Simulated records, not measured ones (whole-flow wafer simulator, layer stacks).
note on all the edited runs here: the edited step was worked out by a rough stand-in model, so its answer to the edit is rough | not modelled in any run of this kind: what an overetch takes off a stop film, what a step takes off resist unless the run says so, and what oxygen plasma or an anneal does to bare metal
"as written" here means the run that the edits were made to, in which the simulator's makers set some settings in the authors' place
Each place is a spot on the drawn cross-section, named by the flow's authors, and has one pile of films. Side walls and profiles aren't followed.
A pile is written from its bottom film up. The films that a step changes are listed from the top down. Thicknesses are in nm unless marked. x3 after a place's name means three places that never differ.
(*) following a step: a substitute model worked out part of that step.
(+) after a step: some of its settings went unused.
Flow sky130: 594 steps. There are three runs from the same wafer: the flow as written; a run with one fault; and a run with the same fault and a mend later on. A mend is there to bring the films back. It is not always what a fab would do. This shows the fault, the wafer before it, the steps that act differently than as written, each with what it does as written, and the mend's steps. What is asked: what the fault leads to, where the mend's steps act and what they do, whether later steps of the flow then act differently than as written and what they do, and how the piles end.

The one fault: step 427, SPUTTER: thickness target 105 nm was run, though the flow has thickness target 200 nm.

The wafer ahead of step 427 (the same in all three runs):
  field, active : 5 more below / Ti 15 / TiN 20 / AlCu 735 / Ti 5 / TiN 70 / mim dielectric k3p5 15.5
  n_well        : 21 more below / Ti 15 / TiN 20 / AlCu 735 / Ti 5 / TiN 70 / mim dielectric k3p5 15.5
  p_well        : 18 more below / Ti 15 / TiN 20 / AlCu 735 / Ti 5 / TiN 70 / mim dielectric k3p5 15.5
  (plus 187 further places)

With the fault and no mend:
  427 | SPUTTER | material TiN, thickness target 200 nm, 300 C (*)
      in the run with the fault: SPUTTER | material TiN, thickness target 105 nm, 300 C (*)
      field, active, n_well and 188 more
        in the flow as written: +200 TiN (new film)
        in the run with the fault: +105 TiN (new film)
  Later steps of the flow acting differently than as written (2 more steps, not shown, differ only slightly: by at most 2% or 0.5 nm, whichever is larger):
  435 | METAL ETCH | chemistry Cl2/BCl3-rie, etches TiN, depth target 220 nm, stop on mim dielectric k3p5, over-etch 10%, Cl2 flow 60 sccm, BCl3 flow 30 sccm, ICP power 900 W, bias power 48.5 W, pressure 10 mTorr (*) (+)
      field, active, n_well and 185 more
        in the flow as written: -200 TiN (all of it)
        in the run with the fault: -105 TiN (all of it)
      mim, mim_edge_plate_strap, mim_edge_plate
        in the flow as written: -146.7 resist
        in the run with the fault: -77 resist
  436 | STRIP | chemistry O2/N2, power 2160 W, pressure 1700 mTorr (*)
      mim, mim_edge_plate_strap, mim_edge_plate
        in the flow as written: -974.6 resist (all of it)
        in the run with the fault: -1044.3 resist (all of it)
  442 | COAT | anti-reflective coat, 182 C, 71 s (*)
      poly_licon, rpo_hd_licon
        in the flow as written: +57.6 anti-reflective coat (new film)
        in the run with the fault: +80.6 anti-reflective coat (new film)
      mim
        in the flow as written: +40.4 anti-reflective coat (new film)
        in the run with the fault: +31.2 anti-reflective coat (new film)
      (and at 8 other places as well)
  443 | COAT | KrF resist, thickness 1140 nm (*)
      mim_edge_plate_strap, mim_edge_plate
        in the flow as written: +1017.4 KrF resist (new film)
        in the run with the fault: +1112.4 KrF resist (new film)
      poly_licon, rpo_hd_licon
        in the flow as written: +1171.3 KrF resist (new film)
        in the run with the fault: +1145.5 KrF resist (new film)
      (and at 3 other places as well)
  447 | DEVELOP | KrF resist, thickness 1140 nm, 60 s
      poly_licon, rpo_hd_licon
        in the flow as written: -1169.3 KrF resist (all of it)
        in the run with the fault: -1143.6 KrF resist (all of it)
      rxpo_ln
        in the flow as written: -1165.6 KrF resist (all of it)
        in the run with the fault: -1138.3 KrF resist (all of it)
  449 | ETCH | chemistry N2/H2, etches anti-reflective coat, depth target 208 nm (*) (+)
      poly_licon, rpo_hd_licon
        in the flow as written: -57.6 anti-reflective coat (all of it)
        in the run with the fault: -80.6 anti-reflective coat (all of it)
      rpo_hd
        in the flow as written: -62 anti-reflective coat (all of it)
        in the run with the fault: -77.3 anti-reflective coat (all of it)
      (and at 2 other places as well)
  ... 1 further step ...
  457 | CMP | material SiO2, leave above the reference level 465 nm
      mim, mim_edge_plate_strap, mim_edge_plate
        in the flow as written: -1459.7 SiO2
        in the run with the fault: -1364.7 SiO2
  The piles end different from the flow's at mim, mim_edge_plate_strap, mim_edge_plate by more than 2% or 0.5 nm, whichever is larger.
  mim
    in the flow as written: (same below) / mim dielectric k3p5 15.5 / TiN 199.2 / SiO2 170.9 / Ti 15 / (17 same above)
    in the run with the fault: (same below) / mim dielectric k3p5 15.5 / TiN 104.2 / SiO2 265.9 / Ti 15 / (17 same above)
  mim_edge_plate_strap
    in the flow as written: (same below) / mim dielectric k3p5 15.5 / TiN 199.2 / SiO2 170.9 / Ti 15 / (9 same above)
    in the run with the fault: (same below) / mim dielectric k3p5 15.5 / TiN 104.2 / SiO2 265.9 / Ti 15 / (9 same above)
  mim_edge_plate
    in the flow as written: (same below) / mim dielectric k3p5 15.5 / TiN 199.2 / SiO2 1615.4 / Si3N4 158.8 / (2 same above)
    in the run with the fault: (same below) / mim dielectric k3p5 15.5 / TiN 104.2 / SiO2 1710.4 / Si3N4 158.8 / (2 same above)

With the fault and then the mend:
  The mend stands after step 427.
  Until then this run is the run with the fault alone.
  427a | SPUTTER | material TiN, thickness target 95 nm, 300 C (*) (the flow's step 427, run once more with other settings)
      field, active, n_well and 188 more
        +95 TiN
  Every later step of the flow that is run acts as written at every place that is followed.
  By the end, the piles equal the flow's at every place that both follow.
